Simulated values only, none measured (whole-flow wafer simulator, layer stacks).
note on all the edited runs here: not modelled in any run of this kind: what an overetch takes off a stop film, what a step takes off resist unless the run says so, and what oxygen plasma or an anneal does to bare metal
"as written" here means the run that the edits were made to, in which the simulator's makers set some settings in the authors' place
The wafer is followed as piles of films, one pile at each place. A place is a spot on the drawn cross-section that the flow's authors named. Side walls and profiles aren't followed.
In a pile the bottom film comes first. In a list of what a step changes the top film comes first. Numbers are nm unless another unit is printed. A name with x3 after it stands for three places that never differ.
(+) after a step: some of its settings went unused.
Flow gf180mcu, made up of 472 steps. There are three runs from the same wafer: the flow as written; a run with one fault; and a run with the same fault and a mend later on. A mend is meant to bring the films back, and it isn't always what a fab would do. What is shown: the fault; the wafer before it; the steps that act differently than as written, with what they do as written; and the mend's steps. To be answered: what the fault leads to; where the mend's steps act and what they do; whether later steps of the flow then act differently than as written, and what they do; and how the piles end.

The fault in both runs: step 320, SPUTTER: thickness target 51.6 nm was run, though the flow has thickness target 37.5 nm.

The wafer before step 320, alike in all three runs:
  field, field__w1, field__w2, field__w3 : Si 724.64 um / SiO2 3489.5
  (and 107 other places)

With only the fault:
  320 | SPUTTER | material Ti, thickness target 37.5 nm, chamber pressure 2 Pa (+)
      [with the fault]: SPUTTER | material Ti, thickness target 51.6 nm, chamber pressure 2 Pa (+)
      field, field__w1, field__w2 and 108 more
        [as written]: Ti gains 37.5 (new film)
        [with the fault]: Ti gains 51.6 (new film)
  Steps further on in the flow that do not act as written:
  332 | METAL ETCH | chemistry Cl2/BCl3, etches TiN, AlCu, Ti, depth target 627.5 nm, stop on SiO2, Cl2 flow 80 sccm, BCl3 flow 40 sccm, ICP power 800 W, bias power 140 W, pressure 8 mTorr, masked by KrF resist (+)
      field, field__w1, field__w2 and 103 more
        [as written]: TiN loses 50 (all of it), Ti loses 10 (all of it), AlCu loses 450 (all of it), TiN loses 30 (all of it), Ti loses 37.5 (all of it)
        [with the fault]: TiN loses 50 (all of it), Ti loses 10 (all of it), AlCu loses 450 (all of it), TiN loses 30 (all of it), Ti loses 51.6 (all of it)
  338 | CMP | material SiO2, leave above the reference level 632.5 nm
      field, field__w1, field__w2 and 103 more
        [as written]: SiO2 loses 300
        [with the fault]: SiO2 loses 285.9
  At field__w8, contact, m1, m1__w1, m1_nw, the piles at the end differ from the flow's by more than 2% or 0.5 nm, whichever is larger.
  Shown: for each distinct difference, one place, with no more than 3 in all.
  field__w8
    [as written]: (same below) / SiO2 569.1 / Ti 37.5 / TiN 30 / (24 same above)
    [with the fault]: (same below) / SiO2 569.1 / Ti 51.6 / TiN 30 / (24 same above)
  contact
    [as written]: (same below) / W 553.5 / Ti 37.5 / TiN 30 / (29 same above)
    [with the fault]: (same below) / W 553.5 / Ti 51.6 / TiN 30 / (29 same above)

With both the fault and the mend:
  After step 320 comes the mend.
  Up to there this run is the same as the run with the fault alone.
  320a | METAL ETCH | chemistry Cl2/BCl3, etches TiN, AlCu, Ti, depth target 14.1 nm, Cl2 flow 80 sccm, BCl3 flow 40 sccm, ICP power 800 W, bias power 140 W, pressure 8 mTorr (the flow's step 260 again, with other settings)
      field, field__w1, field__w2 and 108 more
        Ti loses 14.1
  Every later step of the flow that is run acts as written at every place that is followed.
  By the end, the piles equal the flow's at every place that both follow.
